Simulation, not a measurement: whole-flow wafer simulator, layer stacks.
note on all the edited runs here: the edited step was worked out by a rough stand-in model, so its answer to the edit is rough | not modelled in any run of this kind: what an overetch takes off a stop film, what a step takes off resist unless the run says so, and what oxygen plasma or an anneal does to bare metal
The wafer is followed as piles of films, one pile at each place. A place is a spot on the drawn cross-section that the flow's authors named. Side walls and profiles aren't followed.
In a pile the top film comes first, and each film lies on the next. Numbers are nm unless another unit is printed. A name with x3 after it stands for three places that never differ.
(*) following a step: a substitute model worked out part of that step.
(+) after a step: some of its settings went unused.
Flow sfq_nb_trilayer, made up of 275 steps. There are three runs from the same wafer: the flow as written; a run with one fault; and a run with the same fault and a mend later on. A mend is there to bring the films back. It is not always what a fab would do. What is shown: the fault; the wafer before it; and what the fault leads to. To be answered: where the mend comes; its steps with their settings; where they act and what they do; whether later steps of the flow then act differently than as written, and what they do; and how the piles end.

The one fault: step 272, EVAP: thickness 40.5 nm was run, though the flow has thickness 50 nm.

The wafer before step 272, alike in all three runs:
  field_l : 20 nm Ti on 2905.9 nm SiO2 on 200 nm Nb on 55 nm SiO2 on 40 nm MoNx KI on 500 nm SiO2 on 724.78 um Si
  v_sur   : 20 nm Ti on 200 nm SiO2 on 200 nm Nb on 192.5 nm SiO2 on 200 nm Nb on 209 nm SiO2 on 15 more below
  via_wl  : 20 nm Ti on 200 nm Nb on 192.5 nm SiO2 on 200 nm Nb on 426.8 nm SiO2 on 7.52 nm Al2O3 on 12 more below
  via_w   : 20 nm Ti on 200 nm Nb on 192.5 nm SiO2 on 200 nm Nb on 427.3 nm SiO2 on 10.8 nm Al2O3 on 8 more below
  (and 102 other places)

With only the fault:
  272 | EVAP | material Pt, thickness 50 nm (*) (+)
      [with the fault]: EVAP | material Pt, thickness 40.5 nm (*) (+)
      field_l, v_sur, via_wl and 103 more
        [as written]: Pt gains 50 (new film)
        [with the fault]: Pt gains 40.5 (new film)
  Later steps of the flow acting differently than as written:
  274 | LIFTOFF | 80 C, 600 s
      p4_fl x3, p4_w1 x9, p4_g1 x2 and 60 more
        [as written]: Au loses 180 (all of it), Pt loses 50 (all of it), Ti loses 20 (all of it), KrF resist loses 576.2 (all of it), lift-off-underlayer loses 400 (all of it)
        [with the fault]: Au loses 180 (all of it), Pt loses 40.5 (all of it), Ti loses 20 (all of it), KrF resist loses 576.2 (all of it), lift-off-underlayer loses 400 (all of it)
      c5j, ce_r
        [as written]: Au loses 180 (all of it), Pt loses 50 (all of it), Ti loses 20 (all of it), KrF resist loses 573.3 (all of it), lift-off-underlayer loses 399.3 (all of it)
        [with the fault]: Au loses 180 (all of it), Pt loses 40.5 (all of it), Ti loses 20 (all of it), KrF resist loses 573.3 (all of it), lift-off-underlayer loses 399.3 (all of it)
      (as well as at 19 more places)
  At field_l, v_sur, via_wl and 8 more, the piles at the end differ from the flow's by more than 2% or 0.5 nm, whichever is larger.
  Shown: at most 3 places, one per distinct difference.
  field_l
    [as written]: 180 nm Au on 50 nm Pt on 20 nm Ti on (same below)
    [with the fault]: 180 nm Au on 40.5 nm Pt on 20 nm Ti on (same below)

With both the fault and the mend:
  The mend stands after step 272.
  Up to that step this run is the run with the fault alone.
  272a | EVAP | material Pt, thickness 9.5 nm (*) (+) (a further turn of the flow's step 272, with different settings)
      field_l, v_sur, via_wl and 103 more
        Pt gains 9.5
  Later steps of the flow that are run all act as written at every place that is followed.
  At every place that both follow, the piles at the end match the flow's.
